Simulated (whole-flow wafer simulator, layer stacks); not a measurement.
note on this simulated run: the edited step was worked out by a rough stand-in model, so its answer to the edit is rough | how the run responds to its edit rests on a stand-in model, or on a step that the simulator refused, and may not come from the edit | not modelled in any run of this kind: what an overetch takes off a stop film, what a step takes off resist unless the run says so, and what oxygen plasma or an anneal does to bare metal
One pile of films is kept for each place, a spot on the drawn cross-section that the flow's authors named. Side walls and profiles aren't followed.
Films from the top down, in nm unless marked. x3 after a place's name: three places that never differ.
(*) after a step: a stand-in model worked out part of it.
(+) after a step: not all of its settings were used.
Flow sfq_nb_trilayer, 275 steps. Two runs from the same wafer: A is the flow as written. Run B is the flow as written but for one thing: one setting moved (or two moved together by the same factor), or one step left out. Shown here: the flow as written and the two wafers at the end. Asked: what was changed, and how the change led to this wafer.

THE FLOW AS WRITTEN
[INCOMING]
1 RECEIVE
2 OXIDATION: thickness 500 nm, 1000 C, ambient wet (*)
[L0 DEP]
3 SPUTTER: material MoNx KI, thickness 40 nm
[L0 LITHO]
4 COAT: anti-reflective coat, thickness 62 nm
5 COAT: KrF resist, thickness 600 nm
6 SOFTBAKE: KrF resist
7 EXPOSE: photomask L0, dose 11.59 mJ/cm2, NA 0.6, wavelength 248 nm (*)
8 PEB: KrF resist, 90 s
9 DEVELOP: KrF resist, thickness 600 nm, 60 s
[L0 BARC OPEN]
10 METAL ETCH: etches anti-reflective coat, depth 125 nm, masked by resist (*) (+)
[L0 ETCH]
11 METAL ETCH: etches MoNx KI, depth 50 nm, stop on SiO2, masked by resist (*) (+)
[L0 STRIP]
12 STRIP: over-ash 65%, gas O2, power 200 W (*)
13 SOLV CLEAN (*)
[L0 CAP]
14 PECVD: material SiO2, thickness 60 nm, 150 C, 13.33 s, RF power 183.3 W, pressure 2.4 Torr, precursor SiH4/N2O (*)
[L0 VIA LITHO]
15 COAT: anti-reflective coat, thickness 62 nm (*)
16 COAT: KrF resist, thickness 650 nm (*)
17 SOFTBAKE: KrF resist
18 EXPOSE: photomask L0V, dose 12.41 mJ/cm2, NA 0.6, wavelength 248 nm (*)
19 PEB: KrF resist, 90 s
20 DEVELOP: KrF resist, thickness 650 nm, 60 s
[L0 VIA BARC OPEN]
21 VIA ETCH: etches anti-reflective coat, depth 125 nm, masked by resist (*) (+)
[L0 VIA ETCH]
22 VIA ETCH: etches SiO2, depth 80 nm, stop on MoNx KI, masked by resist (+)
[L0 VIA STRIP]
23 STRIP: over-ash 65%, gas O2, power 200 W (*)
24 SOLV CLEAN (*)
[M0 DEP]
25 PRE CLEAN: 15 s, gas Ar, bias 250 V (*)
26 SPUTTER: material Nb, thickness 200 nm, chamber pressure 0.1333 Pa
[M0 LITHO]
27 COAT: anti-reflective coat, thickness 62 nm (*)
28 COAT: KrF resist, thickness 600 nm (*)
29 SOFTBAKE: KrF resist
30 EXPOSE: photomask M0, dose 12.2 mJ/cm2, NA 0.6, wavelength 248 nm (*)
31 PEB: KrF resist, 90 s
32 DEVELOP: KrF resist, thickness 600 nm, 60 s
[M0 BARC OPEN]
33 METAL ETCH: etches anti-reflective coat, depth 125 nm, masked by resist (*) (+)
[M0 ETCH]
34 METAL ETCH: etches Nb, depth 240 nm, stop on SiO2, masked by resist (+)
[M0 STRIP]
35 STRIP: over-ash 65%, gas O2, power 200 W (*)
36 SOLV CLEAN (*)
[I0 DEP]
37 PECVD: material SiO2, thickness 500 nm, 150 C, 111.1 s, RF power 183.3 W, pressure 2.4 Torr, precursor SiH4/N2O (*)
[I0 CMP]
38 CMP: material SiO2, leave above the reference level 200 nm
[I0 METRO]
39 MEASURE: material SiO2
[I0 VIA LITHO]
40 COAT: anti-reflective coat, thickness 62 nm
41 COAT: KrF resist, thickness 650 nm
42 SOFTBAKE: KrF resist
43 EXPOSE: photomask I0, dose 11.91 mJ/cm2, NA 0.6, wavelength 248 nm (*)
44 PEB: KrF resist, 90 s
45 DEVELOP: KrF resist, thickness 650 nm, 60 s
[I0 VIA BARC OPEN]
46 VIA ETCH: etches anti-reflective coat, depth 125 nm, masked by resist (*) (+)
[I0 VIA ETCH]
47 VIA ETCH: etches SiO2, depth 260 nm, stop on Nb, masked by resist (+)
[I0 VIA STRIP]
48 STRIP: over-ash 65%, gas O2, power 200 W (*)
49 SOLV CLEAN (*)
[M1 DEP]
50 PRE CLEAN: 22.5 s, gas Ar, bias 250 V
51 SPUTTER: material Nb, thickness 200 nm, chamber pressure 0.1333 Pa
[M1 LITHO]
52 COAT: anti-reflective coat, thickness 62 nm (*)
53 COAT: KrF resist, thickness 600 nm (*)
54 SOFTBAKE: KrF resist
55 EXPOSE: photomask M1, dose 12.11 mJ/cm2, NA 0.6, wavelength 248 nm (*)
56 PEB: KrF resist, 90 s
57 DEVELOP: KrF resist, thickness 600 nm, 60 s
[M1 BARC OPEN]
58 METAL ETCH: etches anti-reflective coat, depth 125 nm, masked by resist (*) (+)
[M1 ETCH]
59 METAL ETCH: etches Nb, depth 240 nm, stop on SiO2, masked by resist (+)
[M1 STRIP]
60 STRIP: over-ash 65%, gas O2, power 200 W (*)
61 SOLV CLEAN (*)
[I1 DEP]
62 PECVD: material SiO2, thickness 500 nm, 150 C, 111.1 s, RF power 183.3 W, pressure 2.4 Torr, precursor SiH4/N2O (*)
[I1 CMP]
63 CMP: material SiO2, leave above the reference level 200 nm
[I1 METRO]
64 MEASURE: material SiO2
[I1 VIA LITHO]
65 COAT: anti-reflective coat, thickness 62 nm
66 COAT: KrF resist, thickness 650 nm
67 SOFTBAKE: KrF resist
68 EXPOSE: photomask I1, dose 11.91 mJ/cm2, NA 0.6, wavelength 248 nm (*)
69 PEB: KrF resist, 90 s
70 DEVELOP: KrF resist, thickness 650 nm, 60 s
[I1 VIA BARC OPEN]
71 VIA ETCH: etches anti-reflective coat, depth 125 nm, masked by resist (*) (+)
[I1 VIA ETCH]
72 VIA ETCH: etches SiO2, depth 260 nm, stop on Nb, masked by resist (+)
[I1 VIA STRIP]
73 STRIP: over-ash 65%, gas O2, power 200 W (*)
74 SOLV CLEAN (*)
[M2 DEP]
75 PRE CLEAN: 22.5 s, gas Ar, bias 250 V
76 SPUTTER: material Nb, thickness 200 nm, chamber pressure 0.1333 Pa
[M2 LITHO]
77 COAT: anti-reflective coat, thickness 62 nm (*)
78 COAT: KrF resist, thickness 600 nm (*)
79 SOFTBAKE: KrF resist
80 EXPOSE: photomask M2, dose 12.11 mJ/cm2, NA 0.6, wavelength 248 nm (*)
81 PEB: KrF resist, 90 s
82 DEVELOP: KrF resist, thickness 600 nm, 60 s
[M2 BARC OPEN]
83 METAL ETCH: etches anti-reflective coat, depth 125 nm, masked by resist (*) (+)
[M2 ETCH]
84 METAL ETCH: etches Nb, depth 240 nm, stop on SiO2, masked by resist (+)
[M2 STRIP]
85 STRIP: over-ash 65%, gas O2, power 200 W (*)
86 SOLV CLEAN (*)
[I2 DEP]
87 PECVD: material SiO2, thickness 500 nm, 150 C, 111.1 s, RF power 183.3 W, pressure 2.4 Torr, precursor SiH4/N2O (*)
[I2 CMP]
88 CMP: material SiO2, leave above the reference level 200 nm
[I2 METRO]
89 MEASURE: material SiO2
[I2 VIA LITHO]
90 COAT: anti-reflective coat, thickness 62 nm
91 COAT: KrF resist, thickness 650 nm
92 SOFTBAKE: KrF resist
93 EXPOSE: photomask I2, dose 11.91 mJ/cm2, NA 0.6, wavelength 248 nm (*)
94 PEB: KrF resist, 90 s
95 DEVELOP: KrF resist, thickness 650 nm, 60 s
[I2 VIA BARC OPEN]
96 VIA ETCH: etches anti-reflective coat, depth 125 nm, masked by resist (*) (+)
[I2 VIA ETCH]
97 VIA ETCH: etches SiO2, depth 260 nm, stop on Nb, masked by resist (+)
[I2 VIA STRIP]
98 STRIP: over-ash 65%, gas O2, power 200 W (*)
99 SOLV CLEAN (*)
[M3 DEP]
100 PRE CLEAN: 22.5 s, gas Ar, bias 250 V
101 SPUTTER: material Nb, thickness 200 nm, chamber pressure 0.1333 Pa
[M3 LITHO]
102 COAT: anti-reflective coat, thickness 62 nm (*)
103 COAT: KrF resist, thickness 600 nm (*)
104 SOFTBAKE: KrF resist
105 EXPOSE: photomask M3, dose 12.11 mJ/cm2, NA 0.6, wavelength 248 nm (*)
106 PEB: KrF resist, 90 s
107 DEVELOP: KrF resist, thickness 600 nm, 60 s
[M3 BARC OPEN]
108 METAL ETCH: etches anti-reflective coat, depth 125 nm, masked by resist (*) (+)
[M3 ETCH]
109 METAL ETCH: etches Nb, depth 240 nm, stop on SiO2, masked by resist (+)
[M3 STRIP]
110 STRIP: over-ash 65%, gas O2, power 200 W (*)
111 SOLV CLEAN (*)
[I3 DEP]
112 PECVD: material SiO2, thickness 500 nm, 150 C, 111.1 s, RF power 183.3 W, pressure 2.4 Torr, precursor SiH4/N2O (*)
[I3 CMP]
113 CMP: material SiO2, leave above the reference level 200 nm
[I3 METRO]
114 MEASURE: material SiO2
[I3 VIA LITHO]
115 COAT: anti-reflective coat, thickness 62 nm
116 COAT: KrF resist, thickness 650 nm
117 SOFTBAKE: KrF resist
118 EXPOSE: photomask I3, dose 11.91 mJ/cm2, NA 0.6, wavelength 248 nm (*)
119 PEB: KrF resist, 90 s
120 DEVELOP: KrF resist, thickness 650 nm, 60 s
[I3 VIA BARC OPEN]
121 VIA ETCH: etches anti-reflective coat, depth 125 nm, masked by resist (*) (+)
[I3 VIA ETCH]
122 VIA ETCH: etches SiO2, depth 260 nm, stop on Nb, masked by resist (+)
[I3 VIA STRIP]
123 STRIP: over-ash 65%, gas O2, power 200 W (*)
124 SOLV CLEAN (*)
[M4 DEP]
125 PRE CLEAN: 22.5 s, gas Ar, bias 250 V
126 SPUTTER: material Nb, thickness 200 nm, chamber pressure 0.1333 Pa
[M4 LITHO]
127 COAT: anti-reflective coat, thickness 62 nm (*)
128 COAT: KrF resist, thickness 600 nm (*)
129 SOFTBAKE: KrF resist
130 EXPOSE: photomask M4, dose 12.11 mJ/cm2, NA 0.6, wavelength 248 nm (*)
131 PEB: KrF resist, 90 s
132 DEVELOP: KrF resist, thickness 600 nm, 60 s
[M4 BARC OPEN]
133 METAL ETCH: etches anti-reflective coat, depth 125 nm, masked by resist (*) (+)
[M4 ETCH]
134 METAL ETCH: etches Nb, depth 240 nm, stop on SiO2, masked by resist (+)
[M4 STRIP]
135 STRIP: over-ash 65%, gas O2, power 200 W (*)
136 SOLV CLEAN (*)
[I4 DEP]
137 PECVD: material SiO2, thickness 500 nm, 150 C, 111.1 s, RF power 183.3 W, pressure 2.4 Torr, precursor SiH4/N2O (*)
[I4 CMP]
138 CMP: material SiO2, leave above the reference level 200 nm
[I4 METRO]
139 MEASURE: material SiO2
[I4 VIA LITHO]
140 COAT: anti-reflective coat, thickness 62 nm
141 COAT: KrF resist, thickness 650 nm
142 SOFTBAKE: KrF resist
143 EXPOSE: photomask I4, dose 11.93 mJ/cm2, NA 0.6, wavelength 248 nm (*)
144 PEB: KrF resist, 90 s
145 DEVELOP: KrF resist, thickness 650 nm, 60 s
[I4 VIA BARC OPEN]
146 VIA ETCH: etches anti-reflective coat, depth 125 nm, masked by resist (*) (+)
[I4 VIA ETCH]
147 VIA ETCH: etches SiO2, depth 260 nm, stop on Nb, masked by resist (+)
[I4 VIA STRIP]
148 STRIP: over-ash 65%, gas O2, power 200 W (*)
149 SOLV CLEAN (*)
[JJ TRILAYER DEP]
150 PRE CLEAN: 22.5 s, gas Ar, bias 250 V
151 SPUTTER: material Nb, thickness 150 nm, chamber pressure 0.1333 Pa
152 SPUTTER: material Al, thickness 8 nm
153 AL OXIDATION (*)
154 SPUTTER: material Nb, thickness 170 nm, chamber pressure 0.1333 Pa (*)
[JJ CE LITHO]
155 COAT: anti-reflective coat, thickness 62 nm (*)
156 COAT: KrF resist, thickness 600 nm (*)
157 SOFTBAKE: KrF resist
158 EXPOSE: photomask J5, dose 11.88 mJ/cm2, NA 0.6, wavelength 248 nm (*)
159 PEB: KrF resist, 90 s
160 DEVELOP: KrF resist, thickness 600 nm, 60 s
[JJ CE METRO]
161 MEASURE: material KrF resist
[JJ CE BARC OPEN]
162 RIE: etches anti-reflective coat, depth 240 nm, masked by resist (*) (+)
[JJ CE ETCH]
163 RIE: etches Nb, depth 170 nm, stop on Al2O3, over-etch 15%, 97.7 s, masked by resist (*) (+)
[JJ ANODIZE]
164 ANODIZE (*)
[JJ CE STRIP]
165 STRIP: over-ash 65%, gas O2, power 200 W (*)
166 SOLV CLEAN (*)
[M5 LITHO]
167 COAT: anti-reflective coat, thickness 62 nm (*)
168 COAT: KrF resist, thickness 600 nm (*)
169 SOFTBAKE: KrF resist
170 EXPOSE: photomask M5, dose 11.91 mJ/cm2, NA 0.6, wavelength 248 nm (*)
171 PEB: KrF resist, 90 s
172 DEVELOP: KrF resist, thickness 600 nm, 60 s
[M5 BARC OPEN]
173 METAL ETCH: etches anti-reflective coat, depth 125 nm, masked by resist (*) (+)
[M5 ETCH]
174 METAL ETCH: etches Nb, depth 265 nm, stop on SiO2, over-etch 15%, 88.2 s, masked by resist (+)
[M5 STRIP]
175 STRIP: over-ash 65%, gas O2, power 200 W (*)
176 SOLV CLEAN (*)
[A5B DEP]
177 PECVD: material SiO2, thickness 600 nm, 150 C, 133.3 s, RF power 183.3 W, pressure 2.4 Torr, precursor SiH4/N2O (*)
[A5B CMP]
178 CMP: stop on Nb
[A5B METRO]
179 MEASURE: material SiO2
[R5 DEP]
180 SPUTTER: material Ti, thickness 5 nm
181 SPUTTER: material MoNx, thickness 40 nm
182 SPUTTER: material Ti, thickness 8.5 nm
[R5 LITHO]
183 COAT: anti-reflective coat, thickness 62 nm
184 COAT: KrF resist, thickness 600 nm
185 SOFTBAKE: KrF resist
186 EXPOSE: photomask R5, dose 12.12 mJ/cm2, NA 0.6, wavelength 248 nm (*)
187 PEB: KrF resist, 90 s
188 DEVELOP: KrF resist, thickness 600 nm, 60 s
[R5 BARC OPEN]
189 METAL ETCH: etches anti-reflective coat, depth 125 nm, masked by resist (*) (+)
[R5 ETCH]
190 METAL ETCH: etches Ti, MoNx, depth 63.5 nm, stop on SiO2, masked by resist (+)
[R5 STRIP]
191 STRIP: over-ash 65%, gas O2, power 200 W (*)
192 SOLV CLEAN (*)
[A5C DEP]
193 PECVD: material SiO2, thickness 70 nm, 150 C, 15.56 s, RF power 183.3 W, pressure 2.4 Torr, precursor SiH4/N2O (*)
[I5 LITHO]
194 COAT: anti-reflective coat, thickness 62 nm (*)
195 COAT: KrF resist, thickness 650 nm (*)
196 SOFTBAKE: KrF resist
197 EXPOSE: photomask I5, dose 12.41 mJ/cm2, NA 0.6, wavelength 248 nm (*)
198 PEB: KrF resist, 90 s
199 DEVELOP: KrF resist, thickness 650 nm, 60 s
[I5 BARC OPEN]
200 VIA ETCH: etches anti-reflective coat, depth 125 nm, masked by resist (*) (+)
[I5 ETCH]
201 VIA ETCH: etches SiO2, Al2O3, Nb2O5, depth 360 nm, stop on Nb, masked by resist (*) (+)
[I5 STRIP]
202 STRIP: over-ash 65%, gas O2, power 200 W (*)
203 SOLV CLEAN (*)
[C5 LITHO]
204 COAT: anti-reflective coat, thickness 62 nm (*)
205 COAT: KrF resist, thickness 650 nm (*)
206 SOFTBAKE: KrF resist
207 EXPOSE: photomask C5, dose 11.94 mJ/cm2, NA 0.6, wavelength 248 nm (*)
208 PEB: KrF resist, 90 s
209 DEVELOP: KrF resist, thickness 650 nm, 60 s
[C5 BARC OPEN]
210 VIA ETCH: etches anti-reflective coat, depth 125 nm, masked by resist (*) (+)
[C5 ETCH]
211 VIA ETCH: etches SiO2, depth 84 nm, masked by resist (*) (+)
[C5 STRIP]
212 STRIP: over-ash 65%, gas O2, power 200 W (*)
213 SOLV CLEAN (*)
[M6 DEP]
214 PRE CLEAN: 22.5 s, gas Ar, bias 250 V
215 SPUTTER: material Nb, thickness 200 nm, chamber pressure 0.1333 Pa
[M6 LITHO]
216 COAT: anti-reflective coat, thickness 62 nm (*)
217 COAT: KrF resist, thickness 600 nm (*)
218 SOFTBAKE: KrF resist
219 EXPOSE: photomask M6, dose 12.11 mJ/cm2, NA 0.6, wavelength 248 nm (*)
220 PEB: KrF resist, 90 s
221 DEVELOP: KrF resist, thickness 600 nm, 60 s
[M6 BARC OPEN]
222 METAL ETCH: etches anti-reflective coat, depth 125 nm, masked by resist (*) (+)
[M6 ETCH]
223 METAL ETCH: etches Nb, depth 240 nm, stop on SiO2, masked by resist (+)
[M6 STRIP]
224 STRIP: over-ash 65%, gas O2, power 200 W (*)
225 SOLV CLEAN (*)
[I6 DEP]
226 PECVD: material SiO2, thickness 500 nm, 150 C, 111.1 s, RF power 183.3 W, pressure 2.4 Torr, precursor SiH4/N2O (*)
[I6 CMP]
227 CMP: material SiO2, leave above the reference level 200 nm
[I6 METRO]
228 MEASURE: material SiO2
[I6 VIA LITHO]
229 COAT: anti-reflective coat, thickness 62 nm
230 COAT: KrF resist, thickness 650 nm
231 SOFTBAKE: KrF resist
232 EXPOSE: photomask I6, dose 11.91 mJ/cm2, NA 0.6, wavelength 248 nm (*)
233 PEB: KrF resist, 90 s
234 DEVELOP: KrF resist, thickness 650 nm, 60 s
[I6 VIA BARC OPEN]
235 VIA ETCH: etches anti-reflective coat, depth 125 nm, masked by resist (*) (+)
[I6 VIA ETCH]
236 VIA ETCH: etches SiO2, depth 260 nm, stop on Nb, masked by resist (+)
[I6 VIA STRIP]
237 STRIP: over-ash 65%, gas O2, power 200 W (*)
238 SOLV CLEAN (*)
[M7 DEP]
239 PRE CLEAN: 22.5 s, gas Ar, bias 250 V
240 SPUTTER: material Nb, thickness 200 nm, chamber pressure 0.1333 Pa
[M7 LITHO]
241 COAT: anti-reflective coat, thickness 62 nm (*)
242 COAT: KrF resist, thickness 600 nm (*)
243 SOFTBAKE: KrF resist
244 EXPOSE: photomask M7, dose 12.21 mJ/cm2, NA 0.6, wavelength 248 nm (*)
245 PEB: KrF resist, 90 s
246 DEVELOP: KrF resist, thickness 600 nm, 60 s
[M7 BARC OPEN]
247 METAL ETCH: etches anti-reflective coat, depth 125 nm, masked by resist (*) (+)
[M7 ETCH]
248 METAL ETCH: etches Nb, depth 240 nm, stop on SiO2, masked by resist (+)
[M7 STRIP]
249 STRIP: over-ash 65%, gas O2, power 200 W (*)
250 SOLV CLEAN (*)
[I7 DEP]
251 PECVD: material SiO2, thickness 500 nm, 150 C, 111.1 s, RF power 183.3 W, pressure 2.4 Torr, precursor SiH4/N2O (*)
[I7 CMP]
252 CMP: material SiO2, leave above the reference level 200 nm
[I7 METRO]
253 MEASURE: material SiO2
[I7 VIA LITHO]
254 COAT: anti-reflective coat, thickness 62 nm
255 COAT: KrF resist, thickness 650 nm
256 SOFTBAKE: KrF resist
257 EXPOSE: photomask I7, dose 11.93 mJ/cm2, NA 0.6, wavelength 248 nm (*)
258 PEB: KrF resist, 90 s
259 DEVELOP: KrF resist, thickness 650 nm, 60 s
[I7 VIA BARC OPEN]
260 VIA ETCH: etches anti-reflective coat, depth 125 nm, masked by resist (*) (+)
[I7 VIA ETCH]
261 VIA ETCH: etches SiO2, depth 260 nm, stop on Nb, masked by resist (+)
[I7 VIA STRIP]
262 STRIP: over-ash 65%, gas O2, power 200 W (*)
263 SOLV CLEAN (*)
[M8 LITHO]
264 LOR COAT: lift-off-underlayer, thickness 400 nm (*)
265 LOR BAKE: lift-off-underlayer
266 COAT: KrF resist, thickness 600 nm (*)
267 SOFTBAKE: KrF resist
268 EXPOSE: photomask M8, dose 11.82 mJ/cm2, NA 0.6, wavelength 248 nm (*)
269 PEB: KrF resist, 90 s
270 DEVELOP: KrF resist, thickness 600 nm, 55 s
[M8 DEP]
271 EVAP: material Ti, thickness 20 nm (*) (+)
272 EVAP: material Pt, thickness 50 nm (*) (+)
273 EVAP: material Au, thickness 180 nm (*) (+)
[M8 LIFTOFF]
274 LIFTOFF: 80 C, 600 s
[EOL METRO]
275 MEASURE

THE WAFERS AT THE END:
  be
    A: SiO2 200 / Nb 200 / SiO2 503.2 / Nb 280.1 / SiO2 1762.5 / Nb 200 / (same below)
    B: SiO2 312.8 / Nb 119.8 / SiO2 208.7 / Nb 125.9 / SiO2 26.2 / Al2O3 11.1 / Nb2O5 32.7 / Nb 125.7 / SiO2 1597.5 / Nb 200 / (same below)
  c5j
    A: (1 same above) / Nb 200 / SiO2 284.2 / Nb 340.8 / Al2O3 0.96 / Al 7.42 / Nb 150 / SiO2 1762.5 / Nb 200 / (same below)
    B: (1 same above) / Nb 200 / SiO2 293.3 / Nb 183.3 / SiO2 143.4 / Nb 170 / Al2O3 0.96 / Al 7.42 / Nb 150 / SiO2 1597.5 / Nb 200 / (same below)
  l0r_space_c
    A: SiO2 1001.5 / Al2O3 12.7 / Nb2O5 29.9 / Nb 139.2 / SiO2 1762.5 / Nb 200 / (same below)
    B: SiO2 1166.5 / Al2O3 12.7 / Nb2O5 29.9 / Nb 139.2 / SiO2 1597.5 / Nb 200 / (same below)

The cause: step 137, PECVD: thickness 235 nm was run, where the flow has thickness 500 nm; step 137, PECVD: 52.22 s was run, where the flow has 111.1 s.

How the change led to this, step by step:
  137 PECVD: material SiO2, thickness 500 nm, 150 C, 111.1 s, RF power 183.3 W, pressure 2.4 Torr, precursor SiH4/N2O (*)
      field_l, be, be_sur and 55 more: A SiO2 +500 | B SiO2 +235
      v_sur, via_wl, via_w and 35 more: A SiO2 +500 (new film) | B SiO2 +235 (new film)
      (and at 10 more places)
  138 CMP: material SiO2, leave above the reference level 200 nm
      field_l, be, be_sur and 55 more: A SiO2 -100 | B nothing
      p3_s0, p3_s1, p3_s2, p3_s3, p3_s4, p3_s5: A SiO2 -157.1 | B nothing
      (and at 42 more places)
  140 COAT: anti-reflective coat, thickness 62 nm
      m0r_space_l x2, m6r_space_l x2, m7r_space_l x2: A anti-reflective coat +62 (new film) | B anti-reflective coat +81.1 (new film)
      ce_l, ce_r, sp_r, be_r, r_sur: A anti-reflective coat +62 (new film) | B anti-reflective coat +64.5 (new film)
      (and at 77 more places)
  141 COAT: KrF resist, thickness 650 nm
      m0r_line_l x2, m6r_line_l x2, m7r_line_l x2: A KrF resist +650 (new film) | B KrF resist +682.6 (new film)
      m0r_space_l x2, m6r_space_l x2, m7r_space_l x2: A KrF resist +650 (new film) | B KrF resist +671.3 (new film)
      (and at 73 more places)
  145 DEVELOP: KrF resist, thickness 650 nm, 60 s
      via_wl: A KrF resist -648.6 (all of it) | B KrF resist -583.3 (all of it)
      via_w: A KrF resist -648.6 (all of it) | B KrF resist -591.2 (all of it)
      (and at 1 more place)
  146 VIA ETCH: etches anti-reflective coat, depth 125 nm, masked by resist (*) (+)
      field_l, v_sur, via_sp and 100 more: A KrF resist -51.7 | B KrF resist -41.1
      via_wl: A anti-reflective coat -62 (all of it), SiO2 -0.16 | B anti-reflective coat -49 (all of it), SiO2 -0.12
      (and at 2 more places)
  148 STRIP: over-ash 65%, gas O2, power 200 W (*)
      m0r_line_l x2, m6r_line_l x2, m7r_line_l x2: A KrF resist -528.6 (all of it), anti-reflective coat -62 (all of it) | B KrF resist -571.6 (all of it), anti-reflective coat -61.8 (all of it)
      m0r_space_l x2, m6r_space_l x2, m7r_space_l x2: A KrF resist -528.6 (all of it), anti-reflective coat -62 (all of it) | B KrF resist -560.4 (all of it), anti-reflective coat -81.1 (all of it)
      (and at 83 more places)
  151 SPUTTER: material Nb, thickness 150 nm, chamber pressure 0.1333 Pa
      lsp_r, l0_sur, l0v: A Nb +150 (new film) | B Nb +143.7 (new film)
      be, lsp_l: A Nb +150 (new film) | B Nb +137.5 (new film)
      (and at 1 more place)
  152 SPUTTER: material Al, thickness 8 nm
      be, lsp_l: A Al +8 (new film) | B Al +7.33 (new film)
      via_v: A Al +8 (new film) | B Al +6.03 (new film)
  154 SPUTTER: material Nb, thickness 170 nm, chamber pressure 0.1333 Pa (*)
      lsp_r, l0_sur, l0v: A Nb +170 (new film) | B Nb +162.7 (new film)
      be, lsp_l: A Nb +170 (new film) | B Nb +154.6 (new film)
      (and at 1 more place)
  155 COAT: anti-reflective coat, thickness 62 nm (*)
      m0r_space_l x2, m6r_space_l x2, m7r_space_l x2: A anti-reflective coat +62 (new film) | B anti-reflective coat +80.6 (new film)
      ce_r, sp_r, be_r: A anti-reflective coat +61.5 (new film) | B anti-reflective coat +63.9 (new film)
      (and at 81 more places)
  156 COAT: KrF resist, thickness 600 nm (*)
      m0r_space_l x2, m5r_space_l, m5r_space_r, m6r_space_l x2, m7r_space_l x2: A KrF resist +600 (new film) | B KrF resist +621.3 (new film)
      m0r_line_l x2, m6r_line_l x2, m7r_line_l x2: A KrF resist +600 (new film) | B KrF resist +631.3 (new film)
      (and at 70 more places)
  160 DEVELOP: KrF resist, thickness 600 nm, 60 s
      m0r_space_l x2, m5r_space_l, m5r_space_r, m6r_space_l x2, m7r_space_l x2: A KrF resist -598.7 (all of it) | B KrF resist -620 (all of it)
      m0r_line_l x2, m6r_line_l x2, m7r_line_l x2: A KrF resist -598.7 (all of it) | B KrF resist -630 (all of it)
      (and at 69 more places)
  162 RIE: etches anti-reflective coat, depth 240 nm, masked by resist (*) (+)
      m0r_space_l x2, m6r_space_l x2, m7r_space_l x2: A anti-reflective coat -62 (all of it) | B anti-reflective coat -80.6 (all of it)
      ce_l, c5j, ce_r, wl_jj: A KrF resist -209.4 | B KrF resist -202
      (and at 80 more places)
  163 RIE: etches Nb, depth 170 nm, stop on Al2O3, over-etch 15%, 97.7 s, masked by resist (*) (+)
      be, lsp_l: A Nb -170 (all of it), Al2O3 -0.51 | B Nb -154.6 (all of it), Al2O3 -0.96 (all of it)
      via_v: A Nb -170 (all of it), Al2O3 -0.51 | B Nb -123.6 (all of it), Al2O3 -0.96 (all of it)
      (and at 3 more places)
  164 ANODIZE (*)
      be, lsp_l: A Al2O3 +12.2, Nb2O5 +29.9 (new film), Al -7.42 (all of it), Nb -10.8 | B Al2O3 +11.1 (new film), Nb2O5 +32.7 (new film), Al -6.75 (all of it), Nb -11.8
      via_v: A Al2O3 +12.2, Nb2O5 +29.9 (new film), Al -7.42 (all of it), Nb -10.8 | B Al2O3 +9 (new film), Nb2O5 +36.5 (new film), Al -5.45 (all of it), Nb -13.1
      (and at 3 more places)
  ... 46 more steps ...
  274 LIFTOFF: 80 C, 600 s
      be: A Au -180 (all of it), Pt -50 (all of it), Ti -20 (all of it), KrF resist -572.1 (all of it), lift-off-underlayer -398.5 (all of it) | B Au -180 (all of it), Pt -50 (all of it), Ti -20 (all of it), KrF resist -613.8 (all of it), lift-off-underlayer -720.8 (all of it)
      be_sur: A Au -180 (all of it), Pt -50 (all of it), Ti -20 (all of it), KrF resist -572.6 (all of it), lift-off-underlayer -398.9 (all of it) | B Au -180 (all of it), Pt -50 (all of it), Ti -20 (all of it), KrF resist -587.3 (all of it), lift-off-underlayer -366.3 (all of it)
      (and at 1 more place)
Counting metal films that touch as one body, be has 4 bodies (between them, from the top down: SiO2 208.7; SiO2 26.2 / Al2O3 11.1 / Nb2O5 32.7; SiO2 1597.5); the flow as written gives 3 bodies (between them, from the top down: SiO2 503.2; SiO2 1762.5).
Counting metal films that touch as one body, c5j has 5 bodies (between them, from the top down: SiO2 293.3; SiO2 143.4; Al2O3 0.96; SiO2 1597.5); the flow as written gives 4 bodies (between them, from the top down: SiO2 284.2; Al2O3 0.96; SiO2 1762.5).
